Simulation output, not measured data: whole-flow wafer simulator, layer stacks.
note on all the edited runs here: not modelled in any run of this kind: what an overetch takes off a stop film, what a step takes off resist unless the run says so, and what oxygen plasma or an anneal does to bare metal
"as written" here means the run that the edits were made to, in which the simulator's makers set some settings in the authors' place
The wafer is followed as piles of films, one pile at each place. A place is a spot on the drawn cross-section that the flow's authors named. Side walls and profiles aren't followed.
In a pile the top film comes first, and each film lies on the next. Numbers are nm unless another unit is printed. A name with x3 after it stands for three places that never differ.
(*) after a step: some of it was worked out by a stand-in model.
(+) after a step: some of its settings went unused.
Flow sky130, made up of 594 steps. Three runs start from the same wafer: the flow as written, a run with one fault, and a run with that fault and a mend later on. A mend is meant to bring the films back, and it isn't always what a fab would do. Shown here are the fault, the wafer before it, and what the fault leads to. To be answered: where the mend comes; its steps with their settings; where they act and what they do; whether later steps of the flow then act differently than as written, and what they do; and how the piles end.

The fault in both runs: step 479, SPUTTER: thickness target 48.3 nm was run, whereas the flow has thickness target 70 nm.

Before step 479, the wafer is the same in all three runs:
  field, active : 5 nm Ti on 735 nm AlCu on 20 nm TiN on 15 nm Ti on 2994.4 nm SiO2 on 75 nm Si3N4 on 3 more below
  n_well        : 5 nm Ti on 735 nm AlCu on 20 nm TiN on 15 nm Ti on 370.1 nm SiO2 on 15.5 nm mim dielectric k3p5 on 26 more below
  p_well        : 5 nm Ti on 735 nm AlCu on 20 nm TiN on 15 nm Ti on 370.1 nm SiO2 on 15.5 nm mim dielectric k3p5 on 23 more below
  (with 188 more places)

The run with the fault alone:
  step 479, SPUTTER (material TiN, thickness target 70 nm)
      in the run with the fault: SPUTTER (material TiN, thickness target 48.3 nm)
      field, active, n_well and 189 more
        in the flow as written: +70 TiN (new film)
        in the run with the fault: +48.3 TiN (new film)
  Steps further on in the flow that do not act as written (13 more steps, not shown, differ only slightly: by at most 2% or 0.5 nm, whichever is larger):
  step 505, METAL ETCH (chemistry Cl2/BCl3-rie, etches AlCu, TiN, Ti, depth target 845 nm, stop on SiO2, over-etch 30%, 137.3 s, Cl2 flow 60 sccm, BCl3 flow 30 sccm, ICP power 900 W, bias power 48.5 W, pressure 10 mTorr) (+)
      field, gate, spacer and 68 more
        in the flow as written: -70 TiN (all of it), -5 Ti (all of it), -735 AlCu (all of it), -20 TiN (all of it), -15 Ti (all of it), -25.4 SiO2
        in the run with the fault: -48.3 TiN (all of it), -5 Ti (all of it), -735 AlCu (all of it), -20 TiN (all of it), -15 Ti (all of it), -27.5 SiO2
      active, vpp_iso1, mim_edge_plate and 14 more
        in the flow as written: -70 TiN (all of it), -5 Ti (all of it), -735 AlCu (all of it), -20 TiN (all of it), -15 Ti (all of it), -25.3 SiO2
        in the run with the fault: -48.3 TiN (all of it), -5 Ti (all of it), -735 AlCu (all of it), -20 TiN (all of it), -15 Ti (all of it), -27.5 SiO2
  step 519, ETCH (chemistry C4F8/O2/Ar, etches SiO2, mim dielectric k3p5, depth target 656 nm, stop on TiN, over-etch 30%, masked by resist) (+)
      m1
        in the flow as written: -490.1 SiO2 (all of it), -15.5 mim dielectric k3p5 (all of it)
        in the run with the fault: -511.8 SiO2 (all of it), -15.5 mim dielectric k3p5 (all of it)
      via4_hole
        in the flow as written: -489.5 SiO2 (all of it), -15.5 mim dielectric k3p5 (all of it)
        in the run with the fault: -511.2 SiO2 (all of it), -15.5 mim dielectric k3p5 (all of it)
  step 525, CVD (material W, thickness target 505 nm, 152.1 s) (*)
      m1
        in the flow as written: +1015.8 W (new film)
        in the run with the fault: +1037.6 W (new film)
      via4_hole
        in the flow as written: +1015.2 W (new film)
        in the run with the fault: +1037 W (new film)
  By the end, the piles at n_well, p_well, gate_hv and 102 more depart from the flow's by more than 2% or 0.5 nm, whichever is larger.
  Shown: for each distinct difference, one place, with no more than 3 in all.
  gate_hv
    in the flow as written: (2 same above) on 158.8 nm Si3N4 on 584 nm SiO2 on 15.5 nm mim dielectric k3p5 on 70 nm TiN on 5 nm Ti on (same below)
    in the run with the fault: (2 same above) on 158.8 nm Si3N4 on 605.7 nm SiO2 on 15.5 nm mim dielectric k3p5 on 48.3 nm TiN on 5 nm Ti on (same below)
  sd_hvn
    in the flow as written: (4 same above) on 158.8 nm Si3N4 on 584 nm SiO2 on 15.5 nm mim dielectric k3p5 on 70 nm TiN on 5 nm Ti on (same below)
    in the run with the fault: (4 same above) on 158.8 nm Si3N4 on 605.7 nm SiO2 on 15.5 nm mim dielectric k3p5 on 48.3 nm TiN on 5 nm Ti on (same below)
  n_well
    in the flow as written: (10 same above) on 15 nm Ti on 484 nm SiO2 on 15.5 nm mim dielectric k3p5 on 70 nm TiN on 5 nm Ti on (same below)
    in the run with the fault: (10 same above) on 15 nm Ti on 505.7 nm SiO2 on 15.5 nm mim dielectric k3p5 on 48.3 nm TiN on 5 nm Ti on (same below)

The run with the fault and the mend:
  The mend stands after step 479.
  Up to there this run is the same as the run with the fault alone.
  step 479a, SPUTTER (material TiN, thickness target 21.7 nm) (the flow's step 479, run once more with other settings)
      field, active, n_well and 189 more
        +21.7 TiN
  None of the later steps of the flow acts differently than as written at any place that is followed.
  At every place that both follow, the piles at the end match the flow's.
